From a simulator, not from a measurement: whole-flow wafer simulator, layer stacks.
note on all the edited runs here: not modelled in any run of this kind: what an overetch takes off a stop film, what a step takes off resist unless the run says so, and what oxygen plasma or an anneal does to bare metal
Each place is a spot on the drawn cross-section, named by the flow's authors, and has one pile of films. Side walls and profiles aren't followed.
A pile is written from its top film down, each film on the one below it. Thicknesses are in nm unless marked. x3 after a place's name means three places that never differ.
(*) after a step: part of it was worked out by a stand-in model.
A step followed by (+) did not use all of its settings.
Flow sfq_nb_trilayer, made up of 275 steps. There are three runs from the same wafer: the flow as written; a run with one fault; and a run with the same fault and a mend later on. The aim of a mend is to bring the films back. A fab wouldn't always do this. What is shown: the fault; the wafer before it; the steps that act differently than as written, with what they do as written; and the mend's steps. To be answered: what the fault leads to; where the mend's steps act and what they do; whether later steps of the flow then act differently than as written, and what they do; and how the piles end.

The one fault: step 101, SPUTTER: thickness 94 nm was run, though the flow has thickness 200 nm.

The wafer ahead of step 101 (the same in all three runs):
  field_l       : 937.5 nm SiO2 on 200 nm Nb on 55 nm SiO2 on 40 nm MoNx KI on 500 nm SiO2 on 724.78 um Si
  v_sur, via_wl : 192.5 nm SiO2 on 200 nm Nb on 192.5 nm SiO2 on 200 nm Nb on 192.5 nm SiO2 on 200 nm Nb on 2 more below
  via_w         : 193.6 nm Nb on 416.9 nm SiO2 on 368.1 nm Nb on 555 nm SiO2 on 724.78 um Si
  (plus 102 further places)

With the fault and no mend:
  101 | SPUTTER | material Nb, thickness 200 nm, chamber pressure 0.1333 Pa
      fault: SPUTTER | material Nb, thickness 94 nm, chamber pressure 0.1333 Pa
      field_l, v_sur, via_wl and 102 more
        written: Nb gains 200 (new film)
        fault: Nb gains 94 (new film)
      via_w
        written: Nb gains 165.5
        fault: Nb gains 77.5
  Steps further on in the flow that do not act as written (not shown: 4 more steps that differ only slightly, by at most 2% or 0.5 nm, whichever is larger):
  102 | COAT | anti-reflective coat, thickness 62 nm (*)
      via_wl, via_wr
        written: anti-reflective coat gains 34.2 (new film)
        fault: anti-reflective coat gains 32.8 (new film)
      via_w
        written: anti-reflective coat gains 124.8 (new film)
        fault: anti-reflective coat gains 119.7 (new film)
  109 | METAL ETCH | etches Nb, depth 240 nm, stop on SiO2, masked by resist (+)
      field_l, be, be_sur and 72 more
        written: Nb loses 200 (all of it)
        fault: Nb loses 94 (all of it)
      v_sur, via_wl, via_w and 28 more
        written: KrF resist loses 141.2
        fault: KrF resist loses 82.9
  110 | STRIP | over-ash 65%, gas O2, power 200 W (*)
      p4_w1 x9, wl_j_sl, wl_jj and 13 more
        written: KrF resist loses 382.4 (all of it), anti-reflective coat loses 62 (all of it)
        fault: KrF resist loses 440.6 (all of it), anti-reflective coat loses 62 (all of it)
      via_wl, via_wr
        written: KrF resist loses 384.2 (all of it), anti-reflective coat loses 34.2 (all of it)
        fault: KrF resist loses 446.2 (all of it), anti-reflective coat loses 32.8 (all of it)
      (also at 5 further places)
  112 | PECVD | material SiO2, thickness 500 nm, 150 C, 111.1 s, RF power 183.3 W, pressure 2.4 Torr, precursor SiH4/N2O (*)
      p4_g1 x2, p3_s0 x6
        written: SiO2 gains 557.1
        fault: SiO2 gains 500
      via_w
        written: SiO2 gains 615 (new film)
        fault: SiO2 gains 585.5 (new film)
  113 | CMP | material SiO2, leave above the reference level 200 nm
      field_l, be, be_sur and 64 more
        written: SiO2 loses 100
        fault: SiO2 loses 206
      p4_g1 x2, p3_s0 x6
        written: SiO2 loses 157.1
        fault: SiO2 loses 206
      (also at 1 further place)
  At field_l, v_sur, via_wl and 103 more, the piles at the end differ from the flow's by more than 2% or 0.5 nm, whichever is larger.
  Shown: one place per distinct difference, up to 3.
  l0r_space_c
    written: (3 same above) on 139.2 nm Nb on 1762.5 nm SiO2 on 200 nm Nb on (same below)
    fault: (3 same above) on 139.2 nm Nb on 1656.5 nm SiO2 on 200 nm Nb on (same below)
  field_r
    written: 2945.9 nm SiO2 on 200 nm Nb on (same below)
    fault: 2839.9 nm SiO2 on 200 nm Nb on (same below)
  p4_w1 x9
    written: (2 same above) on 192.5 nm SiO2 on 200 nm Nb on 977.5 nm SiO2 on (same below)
    fault: (2 same above) on 192.5 nm SiO2 on 94 nm Nb on 977.5 nm SiO2 on (same below)

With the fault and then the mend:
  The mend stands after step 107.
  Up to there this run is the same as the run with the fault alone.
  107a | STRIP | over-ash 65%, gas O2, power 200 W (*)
      p4_fl x3, p4_g1 x2, p3_s0 x6 and 42 more
        anti-reflective coat loses 62 (all of it)
      p4_w1 x9, wl_j_sl, wl_jj and 13 more
        KrF resist loses 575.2 (all of it), anti-reflective coat loses 62 (all of it)
      r_sur, res, r_end and 9 more
        anti-reflective coat loses 61.8 (all of it)
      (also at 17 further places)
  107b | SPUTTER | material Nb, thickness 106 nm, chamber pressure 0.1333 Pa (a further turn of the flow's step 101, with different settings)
      field_l, v_sur, via_wl and 102 more
        Nb gains 106
      via_w
        Nb gains 86.9
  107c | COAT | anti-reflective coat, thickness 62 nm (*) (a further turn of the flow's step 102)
      p4_fl x3, p4_w1 x9, p4_g1 x2 and 63 more
        anti-reflective coat gains 62 (new film)
      r_sur, res, r_end and 9 more
        anti-reflective coat gains 61.8 (new film)
      jj_sur, ce_l, c5j, ce_r, sp_r, be_r
        anti-reflective coat gains 61.7 (new film)
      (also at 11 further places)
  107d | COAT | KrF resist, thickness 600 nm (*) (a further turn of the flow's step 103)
      p4_fl x3, p4_w1 x9, p4_g1 x2 and 63 more
        KrF resist gains 600 (new film)
      r_end, moat, field_r, lsp_l, l0_sur
        KrF resist gains 599.4 (new film)
      be_r, r_sur, res, l0v
        KrF resist gains 599.3 (new film)
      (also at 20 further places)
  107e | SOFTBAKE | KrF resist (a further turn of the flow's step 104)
      does not change any film at any place that is followed
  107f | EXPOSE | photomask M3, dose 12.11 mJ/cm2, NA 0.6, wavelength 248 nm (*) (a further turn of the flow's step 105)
      does not change any film at any place that is followed
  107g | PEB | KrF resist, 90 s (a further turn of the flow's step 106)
      wire, be, be_sur and 96 more
        KrF resist loses 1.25
      field_l, via_v
        KrF resist loses 1.24
      via_wl, via_wr
        KrF resist loses 1.26
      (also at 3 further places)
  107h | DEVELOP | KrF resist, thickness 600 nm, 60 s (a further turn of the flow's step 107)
      p4_fl x3, p4_g1 x2, p3_s0 x6 and 42 more
        KrF resist loses 598.7 (all of it)
      v_sur, via_wl, via_w and 28 more
        KrF resist loses 23.5
      moat, field_r, lsp_l, ln_m5, lsp_m, ln_m6, lsp_r, l0_sur
        KrF resist loses 598.2 (all of it)
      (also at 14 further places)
  Later steps of the flow that are run all act as written at every place that is followed, up to a difference of at most 2% or 0.5 nm, whichever is larger.
  The piles end only slightly different from the flow's at the places that both follow, by no more than 2% or 0.5 nm, whichever is larger.
